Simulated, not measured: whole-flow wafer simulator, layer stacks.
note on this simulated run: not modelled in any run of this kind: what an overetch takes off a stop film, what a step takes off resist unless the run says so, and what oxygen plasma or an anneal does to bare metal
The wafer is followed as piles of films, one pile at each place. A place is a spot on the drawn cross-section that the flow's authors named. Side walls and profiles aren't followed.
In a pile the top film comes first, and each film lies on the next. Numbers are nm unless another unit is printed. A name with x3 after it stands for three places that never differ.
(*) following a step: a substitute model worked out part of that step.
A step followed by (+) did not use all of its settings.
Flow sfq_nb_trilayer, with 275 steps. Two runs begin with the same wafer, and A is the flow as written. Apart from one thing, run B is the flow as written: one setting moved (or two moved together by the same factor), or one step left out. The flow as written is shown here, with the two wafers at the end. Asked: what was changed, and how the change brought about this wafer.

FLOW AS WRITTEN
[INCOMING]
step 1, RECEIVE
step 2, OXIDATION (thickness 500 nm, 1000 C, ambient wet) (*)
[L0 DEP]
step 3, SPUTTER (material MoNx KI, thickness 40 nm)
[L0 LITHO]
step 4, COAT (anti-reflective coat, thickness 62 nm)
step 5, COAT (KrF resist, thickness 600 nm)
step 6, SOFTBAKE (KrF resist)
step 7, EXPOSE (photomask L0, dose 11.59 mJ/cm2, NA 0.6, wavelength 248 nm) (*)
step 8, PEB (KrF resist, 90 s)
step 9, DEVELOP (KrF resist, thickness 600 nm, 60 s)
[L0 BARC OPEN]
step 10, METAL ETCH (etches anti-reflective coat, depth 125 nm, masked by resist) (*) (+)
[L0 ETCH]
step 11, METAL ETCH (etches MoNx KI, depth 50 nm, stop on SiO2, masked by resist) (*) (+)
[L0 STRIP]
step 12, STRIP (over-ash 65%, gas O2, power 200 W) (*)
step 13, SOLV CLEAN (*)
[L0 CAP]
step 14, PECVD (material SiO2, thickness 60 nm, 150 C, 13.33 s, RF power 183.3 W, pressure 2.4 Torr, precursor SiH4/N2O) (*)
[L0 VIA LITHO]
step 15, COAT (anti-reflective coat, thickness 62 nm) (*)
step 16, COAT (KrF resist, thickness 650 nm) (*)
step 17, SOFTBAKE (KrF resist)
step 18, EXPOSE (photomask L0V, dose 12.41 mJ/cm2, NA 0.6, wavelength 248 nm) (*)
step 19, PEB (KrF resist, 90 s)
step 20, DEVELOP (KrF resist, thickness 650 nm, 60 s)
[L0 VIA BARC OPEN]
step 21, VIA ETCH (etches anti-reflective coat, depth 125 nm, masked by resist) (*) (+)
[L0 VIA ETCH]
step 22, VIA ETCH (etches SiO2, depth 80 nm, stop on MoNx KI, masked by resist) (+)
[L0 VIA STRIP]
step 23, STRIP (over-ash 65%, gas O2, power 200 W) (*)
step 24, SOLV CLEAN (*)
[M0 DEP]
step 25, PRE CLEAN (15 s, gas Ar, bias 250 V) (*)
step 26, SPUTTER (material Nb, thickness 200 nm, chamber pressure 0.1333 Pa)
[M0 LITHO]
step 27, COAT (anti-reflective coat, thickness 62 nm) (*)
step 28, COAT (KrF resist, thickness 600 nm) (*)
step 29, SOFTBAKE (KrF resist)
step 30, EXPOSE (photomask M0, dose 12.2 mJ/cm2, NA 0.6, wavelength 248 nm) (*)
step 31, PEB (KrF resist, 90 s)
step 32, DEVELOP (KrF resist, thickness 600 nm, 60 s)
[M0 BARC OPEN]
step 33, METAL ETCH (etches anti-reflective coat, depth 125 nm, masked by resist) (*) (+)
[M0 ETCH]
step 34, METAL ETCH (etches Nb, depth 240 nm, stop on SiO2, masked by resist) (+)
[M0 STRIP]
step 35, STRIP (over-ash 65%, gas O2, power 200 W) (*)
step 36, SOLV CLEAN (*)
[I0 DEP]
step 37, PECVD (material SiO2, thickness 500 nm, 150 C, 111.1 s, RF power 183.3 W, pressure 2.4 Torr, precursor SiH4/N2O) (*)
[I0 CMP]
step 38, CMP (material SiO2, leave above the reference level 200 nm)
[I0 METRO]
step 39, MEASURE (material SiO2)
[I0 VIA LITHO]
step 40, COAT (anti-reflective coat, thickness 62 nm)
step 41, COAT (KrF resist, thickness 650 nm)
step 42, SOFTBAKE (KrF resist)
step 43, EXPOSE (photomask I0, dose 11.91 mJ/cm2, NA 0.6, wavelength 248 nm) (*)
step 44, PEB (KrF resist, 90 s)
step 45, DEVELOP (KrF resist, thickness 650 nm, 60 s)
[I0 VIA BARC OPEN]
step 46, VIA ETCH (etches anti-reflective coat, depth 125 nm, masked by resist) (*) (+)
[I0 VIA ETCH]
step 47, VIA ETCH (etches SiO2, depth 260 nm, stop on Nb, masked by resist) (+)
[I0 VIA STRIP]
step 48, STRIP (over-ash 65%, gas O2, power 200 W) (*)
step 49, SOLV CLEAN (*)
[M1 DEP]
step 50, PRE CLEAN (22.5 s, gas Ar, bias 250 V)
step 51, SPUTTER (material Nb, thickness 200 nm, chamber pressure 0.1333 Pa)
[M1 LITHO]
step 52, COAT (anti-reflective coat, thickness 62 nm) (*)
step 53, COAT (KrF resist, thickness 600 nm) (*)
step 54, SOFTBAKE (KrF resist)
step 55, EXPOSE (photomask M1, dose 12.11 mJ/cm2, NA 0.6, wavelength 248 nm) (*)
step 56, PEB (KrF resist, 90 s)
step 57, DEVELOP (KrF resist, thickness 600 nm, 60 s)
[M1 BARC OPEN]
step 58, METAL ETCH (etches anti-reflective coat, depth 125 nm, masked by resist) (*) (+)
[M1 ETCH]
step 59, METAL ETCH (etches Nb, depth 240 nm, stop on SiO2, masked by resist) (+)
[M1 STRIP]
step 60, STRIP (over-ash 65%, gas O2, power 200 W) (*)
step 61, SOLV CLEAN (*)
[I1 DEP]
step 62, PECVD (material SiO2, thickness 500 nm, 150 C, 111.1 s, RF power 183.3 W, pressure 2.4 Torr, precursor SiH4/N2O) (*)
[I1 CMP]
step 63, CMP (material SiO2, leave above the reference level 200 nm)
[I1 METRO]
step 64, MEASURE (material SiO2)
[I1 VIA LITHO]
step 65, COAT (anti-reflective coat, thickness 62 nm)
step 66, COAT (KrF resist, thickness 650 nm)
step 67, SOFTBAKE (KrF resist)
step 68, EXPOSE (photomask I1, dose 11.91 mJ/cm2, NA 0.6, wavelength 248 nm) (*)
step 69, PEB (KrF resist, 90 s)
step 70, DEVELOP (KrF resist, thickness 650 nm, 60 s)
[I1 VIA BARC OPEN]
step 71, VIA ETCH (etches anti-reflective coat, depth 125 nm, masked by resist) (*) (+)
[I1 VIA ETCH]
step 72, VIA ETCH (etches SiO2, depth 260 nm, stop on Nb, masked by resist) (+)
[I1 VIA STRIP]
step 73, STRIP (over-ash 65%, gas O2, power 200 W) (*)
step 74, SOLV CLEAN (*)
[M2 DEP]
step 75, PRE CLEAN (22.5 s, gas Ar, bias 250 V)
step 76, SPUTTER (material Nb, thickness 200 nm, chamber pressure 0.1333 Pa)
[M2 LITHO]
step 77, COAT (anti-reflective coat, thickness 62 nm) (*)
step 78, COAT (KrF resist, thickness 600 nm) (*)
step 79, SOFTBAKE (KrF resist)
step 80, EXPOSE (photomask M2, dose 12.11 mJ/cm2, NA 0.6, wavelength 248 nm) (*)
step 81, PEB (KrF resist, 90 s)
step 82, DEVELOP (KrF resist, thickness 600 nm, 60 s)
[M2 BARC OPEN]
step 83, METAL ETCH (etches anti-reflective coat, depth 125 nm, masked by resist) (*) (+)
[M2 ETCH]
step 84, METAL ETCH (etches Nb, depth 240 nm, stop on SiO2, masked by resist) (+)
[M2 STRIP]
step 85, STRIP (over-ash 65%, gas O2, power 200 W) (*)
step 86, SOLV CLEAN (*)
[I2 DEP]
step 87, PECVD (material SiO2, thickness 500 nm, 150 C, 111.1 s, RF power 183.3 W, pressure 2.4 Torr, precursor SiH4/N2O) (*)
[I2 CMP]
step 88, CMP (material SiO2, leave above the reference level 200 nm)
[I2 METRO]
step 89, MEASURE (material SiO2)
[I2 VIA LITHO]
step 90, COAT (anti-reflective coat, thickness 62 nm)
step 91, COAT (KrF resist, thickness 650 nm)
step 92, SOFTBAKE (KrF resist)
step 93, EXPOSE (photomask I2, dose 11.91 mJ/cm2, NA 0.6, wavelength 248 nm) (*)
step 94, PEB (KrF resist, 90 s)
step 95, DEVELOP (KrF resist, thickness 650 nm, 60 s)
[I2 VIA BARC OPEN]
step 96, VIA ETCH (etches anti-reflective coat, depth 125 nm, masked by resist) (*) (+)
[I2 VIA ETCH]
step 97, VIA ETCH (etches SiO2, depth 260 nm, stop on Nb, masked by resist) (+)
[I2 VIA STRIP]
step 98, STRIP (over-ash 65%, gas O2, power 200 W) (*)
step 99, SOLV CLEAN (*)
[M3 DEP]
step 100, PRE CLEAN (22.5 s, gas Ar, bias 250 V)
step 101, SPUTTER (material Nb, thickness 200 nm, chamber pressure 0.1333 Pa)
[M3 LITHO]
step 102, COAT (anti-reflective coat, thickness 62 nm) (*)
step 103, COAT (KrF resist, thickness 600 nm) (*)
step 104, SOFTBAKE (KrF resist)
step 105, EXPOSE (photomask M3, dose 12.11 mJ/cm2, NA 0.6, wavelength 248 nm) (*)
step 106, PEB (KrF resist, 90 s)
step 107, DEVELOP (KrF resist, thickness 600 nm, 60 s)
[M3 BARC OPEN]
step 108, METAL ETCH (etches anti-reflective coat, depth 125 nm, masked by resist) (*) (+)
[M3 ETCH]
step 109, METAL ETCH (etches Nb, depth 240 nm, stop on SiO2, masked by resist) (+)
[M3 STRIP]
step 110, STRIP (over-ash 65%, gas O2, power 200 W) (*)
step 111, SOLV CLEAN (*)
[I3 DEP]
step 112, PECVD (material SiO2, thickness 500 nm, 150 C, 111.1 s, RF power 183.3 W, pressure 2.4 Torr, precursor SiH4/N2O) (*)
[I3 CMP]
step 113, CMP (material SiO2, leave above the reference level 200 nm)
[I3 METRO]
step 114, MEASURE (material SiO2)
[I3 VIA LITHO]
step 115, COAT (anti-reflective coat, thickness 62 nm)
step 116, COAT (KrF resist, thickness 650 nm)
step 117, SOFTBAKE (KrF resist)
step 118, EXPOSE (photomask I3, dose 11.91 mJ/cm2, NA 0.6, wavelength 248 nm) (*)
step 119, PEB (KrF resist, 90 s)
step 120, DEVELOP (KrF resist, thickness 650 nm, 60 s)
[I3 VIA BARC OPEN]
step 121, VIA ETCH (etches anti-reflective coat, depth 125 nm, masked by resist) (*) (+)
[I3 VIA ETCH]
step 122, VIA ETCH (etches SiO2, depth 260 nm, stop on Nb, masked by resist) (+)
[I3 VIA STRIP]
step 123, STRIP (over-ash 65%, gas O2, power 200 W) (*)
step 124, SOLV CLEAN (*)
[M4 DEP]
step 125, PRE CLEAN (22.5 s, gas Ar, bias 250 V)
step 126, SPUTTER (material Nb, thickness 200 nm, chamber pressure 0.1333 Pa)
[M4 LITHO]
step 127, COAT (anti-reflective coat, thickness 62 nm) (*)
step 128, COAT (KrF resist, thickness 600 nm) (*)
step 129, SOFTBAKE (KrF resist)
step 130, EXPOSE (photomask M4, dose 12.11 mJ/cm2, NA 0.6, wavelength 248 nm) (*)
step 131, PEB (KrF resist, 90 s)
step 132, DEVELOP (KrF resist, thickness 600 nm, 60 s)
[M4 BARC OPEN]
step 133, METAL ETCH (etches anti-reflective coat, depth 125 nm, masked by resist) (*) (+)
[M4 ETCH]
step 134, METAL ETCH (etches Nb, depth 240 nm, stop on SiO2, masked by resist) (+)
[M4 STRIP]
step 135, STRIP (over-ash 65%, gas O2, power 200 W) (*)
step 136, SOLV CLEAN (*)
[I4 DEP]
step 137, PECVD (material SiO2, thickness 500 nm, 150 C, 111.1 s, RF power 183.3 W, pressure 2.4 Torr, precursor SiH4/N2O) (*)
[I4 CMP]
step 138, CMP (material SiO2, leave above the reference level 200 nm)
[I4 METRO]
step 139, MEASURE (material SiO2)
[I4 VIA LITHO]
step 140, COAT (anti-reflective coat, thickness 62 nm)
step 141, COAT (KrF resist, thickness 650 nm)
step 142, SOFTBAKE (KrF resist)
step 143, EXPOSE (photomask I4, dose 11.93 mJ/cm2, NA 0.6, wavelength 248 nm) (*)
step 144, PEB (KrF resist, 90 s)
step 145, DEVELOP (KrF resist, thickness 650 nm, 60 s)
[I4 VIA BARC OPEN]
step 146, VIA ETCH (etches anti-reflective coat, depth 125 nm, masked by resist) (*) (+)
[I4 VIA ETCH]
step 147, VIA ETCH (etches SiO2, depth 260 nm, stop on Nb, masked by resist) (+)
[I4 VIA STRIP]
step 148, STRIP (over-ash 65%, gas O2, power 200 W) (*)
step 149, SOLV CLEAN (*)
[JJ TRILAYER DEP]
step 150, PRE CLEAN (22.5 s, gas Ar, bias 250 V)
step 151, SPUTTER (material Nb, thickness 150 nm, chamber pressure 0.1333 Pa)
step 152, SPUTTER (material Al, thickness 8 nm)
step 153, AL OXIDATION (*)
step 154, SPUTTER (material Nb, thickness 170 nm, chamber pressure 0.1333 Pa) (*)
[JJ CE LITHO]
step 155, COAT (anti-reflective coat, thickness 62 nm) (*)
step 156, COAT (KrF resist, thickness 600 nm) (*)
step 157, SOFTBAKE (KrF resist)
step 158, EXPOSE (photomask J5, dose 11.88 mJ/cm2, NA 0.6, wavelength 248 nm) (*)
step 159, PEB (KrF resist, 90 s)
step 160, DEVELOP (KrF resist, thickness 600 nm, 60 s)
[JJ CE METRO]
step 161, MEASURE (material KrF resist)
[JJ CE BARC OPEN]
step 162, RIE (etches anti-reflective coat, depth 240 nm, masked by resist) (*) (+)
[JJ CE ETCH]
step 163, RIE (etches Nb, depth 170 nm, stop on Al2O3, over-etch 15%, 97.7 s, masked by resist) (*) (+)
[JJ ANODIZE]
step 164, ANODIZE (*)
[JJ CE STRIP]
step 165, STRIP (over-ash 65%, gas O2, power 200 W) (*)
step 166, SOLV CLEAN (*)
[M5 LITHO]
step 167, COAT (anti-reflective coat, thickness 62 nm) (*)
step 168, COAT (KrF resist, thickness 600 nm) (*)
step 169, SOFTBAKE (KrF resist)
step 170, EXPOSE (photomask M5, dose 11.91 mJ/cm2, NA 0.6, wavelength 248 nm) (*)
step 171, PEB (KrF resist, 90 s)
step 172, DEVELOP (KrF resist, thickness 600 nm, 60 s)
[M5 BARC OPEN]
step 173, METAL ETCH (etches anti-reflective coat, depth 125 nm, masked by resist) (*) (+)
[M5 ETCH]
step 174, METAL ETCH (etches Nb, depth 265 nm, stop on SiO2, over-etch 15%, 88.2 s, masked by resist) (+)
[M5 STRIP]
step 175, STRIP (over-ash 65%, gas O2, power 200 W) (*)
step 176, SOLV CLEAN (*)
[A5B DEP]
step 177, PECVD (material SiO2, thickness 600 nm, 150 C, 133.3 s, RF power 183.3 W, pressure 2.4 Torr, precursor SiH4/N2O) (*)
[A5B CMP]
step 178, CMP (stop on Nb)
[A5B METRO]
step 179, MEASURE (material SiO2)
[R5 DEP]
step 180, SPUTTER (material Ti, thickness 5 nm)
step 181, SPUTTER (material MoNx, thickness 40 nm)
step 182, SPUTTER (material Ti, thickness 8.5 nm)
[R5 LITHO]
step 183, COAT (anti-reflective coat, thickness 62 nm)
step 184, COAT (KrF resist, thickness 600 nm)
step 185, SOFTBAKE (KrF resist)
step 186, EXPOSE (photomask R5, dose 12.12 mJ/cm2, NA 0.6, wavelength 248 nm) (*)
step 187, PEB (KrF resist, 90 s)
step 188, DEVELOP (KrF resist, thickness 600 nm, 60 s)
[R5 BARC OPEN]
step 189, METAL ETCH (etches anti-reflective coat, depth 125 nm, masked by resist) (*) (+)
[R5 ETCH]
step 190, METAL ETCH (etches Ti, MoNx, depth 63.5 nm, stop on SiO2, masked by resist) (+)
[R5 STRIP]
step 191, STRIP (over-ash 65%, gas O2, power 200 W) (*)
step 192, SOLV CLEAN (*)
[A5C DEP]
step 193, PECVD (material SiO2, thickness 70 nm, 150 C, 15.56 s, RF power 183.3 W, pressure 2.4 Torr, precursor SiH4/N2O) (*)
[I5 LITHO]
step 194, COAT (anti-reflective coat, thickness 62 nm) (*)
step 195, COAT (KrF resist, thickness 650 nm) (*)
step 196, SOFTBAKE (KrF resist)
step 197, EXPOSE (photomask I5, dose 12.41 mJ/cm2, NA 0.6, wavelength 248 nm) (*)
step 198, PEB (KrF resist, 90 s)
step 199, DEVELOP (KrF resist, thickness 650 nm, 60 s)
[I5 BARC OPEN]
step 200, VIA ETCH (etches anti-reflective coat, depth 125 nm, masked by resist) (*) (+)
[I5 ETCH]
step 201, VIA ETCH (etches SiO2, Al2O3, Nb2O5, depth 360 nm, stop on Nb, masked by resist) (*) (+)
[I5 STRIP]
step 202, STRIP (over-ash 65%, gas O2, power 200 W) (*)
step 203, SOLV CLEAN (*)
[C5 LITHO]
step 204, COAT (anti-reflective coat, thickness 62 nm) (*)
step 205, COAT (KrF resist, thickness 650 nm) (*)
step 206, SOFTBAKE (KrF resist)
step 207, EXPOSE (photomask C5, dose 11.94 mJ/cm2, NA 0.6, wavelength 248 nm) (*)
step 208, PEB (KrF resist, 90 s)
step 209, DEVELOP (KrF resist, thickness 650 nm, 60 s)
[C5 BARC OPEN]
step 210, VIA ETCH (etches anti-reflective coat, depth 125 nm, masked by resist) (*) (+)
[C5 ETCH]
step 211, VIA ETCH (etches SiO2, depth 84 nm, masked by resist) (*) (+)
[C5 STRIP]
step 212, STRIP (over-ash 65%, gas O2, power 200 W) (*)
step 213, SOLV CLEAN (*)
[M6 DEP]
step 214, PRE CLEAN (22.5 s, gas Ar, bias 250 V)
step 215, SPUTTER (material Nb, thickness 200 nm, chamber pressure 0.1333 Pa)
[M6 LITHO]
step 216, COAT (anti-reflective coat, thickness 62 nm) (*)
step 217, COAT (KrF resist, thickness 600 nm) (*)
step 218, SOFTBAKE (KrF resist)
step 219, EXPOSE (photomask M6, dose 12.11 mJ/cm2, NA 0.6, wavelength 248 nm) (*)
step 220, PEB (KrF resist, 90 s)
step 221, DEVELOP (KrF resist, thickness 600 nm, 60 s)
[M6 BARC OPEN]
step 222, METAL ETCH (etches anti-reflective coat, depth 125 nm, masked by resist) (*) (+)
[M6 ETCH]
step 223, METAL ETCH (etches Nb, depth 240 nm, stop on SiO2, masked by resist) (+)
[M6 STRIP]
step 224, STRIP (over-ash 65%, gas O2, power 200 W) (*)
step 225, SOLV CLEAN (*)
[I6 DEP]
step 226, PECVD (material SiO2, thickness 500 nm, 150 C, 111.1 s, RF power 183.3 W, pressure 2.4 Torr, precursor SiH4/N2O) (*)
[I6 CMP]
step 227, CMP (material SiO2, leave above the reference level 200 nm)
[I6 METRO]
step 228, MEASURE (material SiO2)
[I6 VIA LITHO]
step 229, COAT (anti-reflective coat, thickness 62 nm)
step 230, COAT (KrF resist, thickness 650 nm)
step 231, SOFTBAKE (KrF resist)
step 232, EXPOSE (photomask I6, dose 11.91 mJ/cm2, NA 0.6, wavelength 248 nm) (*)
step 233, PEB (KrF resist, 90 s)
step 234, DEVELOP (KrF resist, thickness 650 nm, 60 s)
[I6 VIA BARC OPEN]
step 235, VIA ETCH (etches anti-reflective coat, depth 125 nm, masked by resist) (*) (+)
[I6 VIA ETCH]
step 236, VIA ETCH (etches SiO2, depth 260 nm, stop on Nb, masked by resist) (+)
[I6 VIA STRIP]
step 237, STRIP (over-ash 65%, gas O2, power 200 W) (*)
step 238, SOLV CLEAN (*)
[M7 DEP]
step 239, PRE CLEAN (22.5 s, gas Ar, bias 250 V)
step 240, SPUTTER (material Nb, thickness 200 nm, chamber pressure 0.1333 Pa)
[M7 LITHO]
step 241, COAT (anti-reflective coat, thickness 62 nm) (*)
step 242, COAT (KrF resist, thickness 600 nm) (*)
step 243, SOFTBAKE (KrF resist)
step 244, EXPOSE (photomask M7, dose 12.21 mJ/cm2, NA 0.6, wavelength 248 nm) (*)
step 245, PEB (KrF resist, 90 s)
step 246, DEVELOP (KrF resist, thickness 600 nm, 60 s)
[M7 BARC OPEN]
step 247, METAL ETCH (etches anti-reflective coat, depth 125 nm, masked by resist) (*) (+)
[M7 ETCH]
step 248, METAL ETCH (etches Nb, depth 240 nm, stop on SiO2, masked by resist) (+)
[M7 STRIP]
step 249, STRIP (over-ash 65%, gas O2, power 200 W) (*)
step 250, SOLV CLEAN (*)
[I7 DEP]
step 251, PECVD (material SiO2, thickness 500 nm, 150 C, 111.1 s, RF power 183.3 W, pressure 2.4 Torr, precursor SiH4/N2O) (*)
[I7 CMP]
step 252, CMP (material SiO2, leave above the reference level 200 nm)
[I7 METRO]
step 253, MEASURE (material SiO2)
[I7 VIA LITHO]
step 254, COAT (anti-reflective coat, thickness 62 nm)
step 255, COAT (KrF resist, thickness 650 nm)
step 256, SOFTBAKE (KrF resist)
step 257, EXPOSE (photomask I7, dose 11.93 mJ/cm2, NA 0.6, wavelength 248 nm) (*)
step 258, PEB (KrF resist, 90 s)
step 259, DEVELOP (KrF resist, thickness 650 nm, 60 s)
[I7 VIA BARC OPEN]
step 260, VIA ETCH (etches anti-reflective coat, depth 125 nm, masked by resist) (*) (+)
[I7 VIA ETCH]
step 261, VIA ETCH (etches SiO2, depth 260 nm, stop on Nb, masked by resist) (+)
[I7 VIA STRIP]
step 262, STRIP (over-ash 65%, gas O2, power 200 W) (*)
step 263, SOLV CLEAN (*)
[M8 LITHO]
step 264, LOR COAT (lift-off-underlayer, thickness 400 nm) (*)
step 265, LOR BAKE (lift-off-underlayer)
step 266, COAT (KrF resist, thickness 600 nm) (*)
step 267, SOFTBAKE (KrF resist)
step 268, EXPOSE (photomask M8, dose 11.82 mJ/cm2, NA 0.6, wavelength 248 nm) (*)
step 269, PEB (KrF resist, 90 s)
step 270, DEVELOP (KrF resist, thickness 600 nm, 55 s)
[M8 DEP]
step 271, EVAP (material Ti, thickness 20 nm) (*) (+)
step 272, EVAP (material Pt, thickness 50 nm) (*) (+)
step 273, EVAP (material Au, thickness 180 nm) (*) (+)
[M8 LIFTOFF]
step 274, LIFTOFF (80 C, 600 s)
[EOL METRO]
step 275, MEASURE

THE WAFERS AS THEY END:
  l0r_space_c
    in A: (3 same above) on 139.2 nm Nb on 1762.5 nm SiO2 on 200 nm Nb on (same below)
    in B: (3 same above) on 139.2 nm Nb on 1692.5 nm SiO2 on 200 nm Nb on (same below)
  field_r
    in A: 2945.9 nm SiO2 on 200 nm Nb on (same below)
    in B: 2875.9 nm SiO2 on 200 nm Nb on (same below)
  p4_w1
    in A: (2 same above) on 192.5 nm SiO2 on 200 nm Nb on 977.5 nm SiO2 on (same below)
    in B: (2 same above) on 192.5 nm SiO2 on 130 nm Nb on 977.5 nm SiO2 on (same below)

The reason: step 101, SPUTTER: thickness 130 nm was run, whereas the flow has thickness 200 nm.
The wafer itself shows it: p4_w1 has Nb 130, and step 101 as written asks for 200 nm.

The path from the change to this, step by step:
  step 101, SPUTTER (material Nb, thickness 200 nm, chamber pressure 0.1333 Pa)
      field_l, v_sur, via_wl and 102 more: A +200 Nb (new film) | B +130 Nb (new film)
      via_w: A +165.5 Nb | B +107.3 Nb
  step 102, COAT (anti-reflective coat, thickness 62 nm) (*)
      via_wl: A +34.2 anti-reflective coat (new film) | B +32.6 anti-reflective coat (new film)
      via_w: A +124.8 anti-reflective coat (new film) | B +121.2 anti-reflective coat (new film)
  step 109, METAL ETCH (etches Nb, depth 240 nm, stop on SiO2, masked by resist) (+)
      field_l, be, be_sur and 72 more: A -200 Nb (all of it) | B -130 Nb (all of it)
      v_sur, via_wl, via_w and 28 more: A -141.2 KrF resist | B -114.7 KrF resist
  step 110, STRIP (over-ash 65%, gas O2, power 200 W) (*)
      p4_w1, p4_w2, p4_w3 and 21 more: A -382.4 KrF resist (all of it), -62 anti-reflective coat (all of it) | B -408.9 KrF resist (all of it), -62 anti-reflective coat (all of it)
      v_sur: A -365.3 KrF resist (all of it), -61.1 anti-reflective coat (all of it) | B -392.5 KrF resist (all of it), -60.8 anti-reflective coat (all of it)
      (as well as at 6 more places)
  step 112, PECVD (material SiO2, thickness 500 nm, 150 C, 111.1 s, RF power 183.3 W, pressure 2.4 Torr, precursor SiH4/N2O) (*)
      p4_g1, p4_g2, p3_s0, p3_s1, p3_s2, p3_s3, p3_s4, p3_s5: A +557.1 SiO2 | B +500 SiO2
      via_w: A +615 SiO2 (new film) | B +595.7 SiO2 (new film)
  step 113, CMP (material SiO2, leave above the reference level 200 nm)
      field_l, be, be_sur and 64 more: A -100 SiO2 | B -170 SiO2
      p4_g1, p4_g2, p3_s0, p3_s1, p3_s2, p3_s3, p3_s4, p3_s5: A -157.1 SiO2 | B -170 SiO2
      (as well as at 1 more place)
